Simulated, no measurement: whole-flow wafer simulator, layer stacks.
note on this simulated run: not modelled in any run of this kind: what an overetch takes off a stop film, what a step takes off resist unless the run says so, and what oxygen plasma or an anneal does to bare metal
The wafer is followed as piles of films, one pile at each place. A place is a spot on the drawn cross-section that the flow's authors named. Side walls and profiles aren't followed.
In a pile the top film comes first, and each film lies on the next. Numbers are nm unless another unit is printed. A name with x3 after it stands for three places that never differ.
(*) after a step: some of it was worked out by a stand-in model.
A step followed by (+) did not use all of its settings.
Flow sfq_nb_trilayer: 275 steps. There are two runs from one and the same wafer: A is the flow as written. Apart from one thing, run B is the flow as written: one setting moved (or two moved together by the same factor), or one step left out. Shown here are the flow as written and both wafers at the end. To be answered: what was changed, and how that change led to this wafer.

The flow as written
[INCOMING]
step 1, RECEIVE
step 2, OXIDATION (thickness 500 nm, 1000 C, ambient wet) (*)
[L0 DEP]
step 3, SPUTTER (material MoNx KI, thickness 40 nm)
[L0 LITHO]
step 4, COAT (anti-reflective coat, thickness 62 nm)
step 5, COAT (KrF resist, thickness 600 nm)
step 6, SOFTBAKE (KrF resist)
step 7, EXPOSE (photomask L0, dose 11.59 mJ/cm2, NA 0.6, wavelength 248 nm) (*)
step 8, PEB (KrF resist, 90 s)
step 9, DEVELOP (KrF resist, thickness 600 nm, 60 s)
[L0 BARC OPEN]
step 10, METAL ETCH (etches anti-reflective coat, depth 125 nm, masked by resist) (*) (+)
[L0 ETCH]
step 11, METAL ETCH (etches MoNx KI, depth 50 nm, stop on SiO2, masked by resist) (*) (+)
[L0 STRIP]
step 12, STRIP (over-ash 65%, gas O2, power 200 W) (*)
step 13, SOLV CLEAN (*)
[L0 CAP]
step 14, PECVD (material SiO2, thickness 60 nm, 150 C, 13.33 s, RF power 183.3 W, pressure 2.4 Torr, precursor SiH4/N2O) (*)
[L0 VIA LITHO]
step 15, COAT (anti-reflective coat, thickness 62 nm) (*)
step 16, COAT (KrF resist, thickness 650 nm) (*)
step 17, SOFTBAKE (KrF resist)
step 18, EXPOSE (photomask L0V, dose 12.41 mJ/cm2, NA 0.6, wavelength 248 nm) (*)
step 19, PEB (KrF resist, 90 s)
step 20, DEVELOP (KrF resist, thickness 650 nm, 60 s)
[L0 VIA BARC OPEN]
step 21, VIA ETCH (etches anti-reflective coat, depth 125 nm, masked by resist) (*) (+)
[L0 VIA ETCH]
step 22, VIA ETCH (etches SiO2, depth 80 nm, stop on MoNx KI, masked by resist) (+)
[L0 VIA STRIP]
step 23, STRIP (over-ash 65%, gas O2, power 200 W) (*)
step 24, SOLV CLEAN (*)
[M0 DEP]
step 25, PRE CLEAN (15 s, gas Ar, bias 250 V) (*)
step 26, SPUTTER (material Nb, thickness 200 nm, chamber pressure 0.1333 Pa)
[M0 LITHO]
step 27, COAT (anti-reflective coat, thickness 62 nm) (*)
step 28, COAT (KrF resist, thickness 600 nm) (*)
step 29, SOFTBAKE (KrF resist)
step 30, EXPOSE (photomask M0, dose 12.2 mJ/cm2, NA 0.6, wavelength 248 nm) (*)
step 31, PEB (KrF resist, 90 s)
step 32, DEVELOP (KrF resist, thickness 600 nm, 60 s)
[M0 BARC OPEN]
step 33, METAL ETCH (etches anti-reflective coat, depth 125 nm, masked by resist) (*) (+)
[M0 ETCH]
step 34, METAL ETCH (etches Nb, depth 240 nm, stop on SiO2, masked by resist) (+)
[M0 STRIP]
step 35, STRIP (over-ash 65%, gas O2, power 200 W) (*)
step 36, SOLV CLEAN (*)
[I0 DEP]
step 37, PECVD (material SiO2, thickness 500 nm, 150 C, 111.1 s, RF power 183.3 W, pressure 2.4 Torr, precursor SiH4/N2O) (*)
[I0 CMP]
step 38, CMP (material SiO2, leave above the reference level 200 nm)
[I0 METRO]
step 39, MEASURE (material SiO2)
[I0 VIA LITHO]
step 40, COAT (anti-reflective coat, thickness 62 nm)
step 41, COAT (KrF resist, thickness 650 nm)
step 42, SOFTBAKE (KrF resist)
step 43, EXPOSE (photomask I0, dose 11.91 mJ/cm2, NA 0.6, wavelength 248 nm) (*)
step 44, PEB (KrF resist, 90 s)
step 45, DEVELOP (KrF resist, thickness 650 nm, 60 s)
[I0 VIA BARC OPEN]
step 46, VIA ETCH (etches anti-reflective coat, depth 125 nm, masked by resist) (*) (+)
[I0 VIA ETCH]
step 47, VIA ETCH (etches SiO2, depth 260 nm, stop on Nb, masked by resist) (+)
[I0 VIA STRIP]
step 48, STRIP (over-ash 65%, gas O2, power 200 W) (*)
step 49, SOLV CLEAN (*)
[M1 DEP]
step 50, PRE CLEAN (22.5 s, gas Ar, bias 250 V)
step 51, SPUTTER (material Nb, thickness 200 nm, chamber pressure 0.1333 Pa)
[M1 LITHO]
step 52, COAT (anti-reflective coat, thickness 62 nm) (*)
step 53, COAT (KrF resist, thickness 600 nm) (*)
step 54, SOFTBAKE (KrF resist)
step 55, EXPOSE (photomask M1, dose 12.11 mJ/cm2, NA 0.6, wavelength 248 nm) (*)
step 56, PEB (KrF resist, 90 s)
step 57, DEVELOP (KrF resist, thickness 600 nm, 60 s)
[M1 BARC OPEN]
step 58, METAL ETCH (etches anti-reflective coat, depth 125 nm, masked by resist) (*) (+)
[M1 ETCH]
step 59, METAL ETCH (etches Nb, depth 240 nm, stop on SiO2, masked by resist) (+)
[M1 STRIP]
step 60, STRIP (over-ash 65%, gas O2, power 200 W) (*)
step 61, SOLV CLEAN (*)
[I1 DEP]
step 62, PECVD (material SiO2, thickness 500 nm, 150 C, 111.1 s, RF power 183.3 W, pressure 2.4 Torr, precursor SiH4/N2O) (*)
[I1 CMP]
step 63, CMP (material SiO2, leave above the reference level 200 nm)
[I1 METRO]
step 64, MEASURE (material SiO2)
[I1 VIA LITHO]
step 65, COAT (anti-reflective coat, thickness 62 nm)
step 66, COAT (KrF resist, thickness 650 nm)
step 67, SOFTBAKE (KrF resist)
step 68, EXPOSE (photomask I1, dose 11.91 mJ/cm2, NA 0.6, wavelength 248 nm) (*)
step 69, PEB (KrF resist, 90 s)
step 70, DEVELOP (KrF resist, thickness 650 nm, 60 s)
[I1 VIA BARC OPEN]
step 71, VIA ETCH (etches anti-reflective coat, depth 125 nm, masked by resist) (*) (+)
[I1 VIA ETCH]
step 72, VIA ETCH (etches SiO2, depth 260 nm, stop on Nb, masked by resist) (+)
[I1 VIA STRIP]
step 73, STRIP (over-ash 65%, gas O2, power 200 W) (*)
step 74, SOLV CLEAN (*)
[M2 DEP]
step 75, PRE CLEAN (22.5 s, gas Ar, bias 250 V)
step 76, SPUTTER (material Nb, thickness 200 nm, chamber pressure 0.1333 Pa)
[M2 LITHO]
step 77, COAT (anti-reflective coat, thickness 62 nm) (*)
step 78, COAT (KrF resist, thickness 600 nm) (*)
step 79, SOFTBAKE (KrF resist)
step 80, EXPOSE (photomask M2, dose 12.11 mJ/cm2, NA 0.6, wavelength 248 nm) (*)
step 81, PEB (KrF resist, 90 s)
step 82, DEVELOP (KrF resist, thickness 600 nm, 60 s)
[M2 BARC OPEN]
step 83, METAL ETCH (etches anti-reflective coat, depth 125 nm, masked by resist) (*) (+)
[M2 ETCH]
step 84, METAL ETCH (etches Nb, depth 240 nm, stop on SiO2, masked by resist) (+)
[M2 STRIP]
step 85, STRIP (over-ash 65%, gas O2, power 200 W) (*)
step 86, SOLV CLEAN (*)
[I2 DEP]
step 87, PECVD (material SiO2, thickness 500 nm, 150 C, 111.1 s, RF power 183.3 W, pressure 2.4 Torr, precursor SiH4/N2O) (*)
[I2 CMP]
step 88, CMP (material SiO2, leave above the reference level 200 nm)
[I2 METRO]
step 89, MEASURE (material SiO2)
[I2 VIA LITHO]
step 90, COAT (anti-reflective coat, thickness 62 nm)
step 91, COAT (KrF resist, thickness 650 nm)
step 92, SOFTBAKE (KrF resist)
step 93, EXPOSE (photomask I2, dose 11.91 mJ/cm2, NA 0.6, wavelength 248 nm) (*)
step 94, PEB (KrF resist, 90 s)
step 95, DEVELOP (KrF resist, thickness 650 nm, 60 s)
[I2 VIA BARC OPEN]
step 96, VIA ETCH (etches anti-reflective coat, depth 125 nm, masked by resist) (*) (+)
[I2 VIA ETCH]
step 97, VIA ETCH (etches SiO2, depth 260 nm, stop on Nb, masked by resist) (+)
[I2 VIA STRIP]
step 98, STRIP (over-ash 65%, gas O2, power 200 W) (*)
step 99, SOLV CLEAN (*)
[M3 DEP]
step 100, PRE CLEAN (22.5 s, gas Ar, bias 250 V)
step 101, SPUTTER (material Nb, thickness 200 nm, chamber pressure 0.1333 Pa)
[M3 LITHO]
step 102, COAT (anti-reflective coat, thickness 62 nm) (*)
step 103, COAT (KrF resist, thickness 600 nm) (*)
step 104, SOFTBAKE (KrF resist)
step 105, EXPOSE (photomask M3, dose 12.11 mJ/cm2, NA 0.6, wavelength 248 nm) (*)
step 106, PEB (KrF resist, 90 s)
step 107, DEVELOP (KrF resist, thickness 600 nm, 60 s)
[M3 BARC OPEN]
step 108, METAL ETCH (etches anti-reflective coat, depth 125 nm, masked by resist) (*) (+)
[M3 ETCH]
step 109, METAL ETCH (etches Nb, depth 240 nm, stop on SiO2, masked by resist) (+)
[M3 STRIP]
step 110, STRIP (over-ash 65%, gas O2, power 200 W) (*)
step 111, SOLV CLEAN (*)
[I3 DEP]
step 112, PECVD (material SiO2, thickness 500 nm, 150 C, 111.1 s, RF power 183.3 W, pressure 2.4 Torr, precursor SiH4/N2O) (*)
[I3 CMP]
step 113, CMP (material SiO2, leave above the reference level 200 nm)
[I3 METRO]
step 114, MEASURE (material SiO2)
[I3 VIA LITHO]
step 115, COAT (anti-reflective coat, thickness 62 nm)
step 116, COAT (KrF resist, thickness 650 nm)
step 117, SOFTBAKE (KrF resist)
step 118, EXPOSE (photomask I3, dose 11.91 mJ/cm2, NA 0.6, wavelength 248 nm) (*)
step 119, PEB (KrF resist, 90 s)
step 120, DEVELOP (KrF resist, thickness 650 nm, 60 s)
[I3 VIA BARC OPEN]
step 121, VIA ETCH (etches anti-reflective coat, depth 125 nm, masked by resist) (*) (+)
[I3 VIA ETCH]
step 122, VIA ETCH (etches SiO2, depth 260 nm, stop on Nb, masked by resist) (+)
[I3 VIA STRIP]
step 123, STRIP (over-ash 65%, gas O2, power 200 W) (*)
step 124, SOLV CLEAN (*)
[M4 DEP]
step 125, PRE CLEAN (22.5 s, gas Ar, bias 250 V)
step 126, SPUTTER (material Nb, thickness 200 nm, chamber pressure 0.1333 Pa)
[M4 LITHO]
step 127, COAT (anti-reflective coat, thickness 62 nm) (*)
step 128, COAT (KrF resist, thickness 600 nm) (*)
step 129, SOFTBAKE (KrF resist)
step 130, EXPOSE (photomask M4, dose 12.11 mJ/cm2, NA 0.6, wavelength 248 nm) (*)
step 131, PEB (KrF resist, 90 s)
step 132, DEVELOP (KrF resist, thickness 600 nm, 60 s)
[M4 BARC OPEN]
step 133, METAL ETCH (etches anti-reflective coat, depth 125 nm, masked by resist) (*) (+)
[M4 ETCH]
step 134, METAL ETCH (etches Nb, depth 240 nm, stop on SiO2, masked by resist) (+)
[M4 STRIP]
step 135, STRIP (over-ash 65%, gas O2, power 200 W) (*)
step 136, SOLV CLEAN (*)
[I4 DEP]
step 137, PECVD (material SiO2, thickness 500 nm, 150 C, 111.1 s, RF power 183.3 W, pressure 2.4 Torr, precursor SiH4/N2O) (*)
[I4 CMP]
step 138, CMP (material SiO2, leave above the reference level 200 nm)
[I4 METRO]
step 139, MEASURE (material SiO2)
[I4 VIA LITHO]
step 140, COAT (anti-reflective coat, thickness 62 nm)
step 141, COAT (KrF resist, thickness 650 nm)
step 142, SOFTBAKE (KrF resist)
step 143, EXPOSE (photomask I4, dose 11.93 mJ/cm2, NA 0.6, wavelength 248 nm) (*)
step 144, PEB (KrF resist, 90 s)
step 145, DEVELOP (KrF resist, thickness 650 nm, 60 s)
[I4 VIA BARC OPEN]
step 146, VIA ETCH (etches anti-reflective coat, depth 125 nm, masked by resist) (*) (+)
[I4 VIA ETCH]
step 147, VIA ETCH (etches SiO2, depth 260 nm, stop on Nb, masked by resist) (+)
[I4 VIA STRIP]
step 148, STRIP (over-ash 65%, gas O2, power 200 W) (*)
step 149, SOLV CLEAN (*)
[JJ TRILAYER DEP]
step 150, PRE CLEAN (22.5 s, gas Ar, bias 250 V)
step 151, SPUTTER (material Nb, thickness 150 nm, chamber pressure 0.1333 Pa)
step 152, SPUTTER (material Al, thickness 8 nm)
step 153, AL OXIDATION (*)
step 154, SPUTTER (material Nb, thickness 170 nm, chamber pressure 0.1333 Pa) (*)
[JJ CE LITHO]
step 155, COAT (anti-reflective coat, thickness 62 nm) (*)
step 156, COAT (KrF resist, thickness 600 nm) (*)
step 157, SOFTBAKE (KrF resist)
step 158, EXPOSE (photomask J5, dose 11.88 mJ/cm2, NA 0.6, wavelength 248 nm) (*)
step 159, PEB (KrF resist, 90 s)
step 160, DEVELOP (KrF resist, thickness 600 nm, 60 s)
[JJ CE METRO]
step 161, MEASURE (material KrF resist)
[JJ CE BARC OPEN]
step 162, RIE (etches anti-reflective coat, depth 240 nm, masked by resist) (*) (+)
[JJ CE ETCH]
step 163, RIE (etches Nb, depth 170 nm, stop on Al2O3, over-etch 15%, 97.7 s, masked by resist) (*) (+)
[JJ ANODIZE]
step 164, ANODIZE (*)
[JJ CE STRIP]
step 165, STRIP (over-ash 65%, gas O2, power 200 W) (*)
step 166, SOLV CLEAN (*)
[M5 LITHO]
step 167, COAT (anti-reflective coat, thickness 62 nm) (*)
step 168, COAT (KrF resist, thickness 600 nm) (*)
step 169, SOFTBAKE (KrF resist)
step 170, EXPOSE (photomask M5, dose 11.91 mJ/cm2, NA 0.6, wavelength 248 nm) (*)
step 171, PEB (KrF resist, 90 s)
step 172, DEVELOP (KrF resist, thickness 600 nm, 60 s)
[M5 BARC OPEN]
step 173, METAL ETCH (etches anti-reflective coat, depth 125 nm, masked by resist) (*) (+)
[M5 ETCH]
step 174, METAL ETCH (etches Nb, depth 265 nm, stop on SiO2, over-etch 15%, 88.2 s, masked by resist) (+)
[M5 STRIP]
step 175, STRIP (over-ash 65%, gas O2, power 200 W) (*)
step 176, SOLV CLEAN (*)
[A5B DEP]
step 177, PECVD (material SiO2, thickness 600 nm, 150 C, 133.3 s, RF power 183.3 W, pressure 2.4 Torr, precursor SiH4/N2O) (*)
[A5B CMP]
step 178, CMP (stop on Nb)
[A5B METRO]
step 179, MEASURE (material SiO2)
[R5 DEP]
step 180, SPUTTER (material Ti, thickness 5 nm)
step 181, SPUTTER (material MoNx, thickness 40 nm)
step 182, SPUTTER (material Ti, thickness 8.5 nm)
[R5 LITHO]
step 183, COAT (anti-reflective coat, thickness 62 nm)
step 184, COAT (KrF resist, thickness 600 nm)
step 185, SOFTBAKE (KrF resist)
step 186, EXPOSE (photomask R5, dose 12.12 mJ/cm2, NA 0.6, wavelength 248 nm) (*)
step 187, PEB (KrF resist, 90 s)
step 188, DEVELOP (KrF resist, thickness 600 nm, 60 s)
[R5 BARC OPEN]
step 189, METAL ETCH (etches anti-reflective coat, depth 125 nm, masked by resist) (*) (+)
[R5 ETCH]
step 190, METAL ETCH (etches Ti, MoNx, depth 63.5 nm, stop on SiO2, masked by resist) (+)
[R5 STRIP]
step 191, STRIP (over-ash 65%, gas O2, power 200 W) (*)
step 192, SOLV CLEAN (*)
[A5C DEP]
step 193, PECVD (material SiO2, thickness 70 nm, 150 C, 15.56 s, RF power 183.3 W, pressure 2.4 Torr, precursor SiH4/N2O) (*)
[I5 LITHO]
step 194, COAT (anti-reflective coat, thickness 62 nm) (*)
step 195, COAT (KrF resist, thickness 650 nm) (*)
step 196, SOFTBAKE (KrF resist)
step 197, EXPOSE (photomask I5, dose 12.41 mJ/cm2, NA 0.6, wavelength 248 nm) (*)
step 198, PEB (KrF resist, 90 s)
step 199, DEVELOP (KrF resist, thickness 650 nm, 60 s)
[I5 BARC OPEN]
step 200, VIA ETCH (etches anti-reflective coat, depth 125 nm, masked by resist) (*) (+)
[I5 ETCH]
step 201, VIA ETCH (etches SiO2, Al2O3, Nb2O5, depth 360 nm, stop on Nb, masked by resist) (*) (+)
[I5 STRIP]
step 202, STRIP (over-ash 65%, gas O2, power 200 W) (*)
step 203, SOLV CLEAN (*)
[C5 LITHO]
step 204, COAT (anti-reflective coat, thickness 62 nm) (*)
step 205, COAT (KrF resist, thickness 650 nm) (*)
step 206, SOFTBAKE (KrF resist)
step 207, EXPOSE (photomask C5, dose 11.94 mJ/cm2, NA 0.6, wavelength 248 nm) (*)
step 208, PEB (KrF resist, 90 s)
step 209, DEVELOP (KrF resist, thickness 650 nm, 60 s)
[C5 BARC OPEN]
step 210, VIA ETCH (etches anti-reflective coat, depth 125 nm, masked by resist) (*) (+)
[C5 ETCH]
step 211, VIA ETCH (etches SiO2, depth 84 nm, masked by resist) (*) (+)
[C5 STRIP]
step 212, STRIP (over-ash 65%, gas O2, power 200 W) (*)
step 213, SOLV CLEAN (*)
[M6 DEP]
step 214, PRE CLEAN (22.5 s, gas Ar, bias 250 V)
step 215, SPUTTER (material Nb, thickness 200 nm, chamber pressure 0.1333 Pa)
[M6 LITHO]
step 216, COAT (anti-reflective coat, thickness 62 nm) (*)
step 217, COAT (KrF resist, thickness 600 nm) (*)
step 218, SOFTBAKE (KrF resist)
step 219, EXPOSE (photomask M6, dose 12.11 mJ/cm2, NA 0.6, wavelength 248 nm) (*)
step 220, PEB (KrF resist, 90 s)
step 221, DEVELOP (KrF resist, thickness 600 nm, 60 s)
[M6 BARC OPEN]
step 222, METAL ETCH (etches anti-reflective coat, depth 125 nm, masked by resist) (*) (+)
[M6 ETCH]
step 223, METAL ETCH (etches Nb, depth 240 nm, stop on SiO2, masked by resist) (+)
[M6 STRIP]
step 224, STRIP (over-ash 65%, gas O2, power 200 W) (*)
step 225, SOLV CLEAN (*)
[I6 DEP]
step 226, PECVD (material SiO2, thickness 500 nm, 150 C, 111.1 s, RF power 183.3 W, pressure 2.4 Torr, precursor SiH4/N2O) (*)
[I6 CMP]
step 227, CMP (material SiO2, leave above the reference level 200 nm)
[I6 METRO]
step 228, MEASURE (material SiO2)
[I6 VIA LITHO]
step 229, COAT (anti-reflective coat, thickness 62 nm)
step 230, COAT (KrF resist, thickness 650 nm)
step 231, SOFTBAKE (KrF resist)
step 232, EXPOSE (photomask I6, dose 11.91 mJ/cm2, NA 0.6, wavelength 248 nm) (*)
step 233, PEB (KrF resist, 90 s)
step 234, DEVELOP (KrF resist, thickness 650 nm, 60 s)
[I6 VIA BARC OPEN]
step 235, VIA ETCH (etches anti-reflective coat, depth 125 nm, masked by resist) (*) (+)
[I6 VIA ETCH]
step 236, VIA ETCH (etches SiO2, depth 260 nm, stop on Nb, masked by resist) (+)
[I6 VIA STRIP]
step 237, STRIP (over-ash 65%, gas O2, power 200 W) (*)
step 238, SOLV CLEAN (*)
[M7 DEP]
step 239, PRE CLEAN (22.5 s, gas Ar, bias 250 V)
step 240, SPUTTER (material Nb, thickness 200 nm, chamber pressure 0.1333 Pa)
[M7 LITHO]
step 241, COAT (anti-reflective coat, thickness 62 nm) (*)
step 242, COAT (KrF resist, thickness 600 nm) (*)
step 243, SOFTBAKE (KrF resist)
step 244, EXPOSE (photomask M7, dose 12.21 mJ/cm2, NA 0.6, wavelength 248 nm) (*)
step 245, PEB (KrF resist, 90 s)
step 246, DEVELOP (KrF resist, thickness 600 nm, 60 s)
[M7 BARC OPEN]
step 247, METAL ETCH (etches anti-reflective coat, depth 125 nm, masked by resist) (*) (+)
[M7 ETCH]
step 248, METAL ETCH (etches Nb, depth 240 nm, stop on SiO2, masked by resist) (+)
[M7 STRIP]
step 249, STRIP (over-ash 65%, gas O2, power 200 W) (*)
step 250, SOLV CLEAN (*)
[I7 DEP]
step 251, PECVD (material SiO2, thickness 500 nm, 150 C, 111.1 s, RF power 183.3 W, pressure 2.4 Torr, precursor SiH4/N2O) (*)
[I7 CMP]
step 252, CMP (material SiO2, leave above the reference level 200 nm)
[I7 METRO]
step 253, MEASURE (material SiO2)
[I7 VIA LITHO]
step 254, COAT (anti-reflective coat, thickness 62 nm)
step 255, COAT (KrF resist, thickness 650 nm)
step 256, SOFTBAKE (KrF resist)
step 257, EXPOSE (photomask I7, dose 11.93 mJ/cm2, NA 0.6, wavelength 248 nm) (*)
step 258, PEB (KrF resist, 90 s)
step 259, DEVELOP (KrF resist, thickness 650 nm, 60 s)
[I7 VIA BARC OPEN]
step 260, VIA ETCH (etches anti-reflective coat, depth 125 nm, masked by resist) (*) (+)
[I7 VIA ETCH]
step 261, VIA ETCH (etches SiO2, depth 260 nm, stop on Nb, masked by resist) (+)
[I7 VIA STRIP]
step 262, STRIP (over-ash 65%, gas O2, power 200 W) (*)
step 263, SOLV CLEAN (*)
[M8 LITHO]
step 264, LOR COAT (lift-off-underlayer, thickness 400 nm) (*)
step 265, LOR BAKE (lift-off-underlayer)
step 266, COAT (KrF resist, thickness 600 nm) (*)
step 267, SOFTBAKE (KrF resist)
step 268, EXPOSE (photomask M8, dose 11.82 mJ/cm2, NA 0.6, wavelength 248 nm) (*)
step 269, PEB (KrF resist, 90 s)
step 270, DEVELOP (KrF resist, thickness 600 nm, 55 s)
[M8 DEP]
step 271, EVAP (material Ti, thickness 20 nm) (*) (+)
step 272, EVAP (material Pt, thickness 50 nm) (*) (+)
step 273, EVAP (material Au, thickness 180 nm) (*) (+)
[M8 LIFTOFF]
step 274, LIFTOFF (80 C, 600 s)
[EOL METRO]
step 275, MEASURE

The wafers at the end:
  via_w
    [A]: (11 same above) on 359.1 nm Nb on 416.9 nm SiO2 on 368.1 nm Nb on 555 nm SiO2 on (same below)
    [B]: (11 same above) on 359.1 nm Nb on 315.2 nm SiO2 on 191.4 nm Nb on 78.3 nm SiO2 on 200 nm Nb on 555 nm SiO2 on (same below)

The reason: step 47, VIA ETCH: depth 114 nm was run, while the flow as written has depth 260 nm.

Step by step, how the change led to this:
  step 47, VIA ETCH (etches SiO2, depth 260 nm, stop on Nb, masked by resist) (+)
      via_w: A -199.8 SiO2 (all of it) | B -114 SiO2
      field_l, v_sur, via_wl and 102 more: A -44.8 KrF resist | B -19.7 KrF resist
  step 48, STRIP (over-ash 65%, gas O2, power 200 W) (*)
      field_l, v_sur, via_wl and 102 more: A -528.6 KrF resist (all of it), -62 anti-reflective coat (all of it) | B -553.8 KrF resist (all of it), -62 anti-reflective coat (all of it)
  step 50, PRE CLEAN (22.5 s, gas Ar, bias 250 V)
      via_w: A -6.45 Nb | B -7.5 SiO2
  step 51, SPUTTER (material Nb, thickness 200 nm, chamber pressure 0.1333 Pa)
      via_w: A +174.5 Nb | B +191.4 Nb (new film)
  step 52, COAT (anti-reflective coat, thickness 62 nm) (*)
      v_sur: A +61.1 anti-reflective coat (new film) | B +56.7 anti-reflective coat (new film)
      via_wl: A +33.8 anti-reflective coat (new film) | B +31.5 anti-reflective coat (new film)
      (and at 3 other places as well)
  step 53, COAT (KrF resist, thickness 600 nm) (*)
      via_w: A +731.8 KrF resist (new film) | B +656.7 KrF resist (new film)
      via_wr: A +602.1 KrF resist (new film) | B +615.2 KrF resist (new film)
  step 60, STRIP (over-ash 65%, gas O2, power 200 W) (*)
      v_sur: A -365.9 KrF resist (all of it), -61.1 anti-reflective coat (all of it) | B -376.5 KrF resist (all of it), -56.7 anti-reflective coat (all of it)
      via_wl: A -385.5 KrF resist (all of it), -33.8 anti-reflective coat (all of it) | B -397.5 KrF resist (all of it), -31.5 anti-reflective coat (all of it)
      (and at 3 other places as well)
  step 62, PECVD (material SiO2, thickness 500 nm, 150 C, 111.1 s, RF power 183.3 W, pressure 2.4 Torr, precursor SiH4/N2O) (*)
      via_w: A +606 SiO2 (new film) | B +500 SiO2 (new film)
  step 63, CMP (material SiO2, leave above the reference level 200 nm)
      via_w: A -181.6 SiO2 | B -177.3 SiO2
If metal films that touch count as one body, via_w has 6 bodies (between them, from the top down: SiO2 192.5; SiO2 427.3 / Al2O3 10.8 / Nb2O5 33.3; SiO2 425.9; SiO2 315.2; SiO2 78.3); the flow as written gives 5 bodies (between them, from the top down: SiO2 192.5; SiO2 427.3 / Al2O3 10.8 / Nb2O5 33.3; SiO2 425.9; SiO2 416.9).
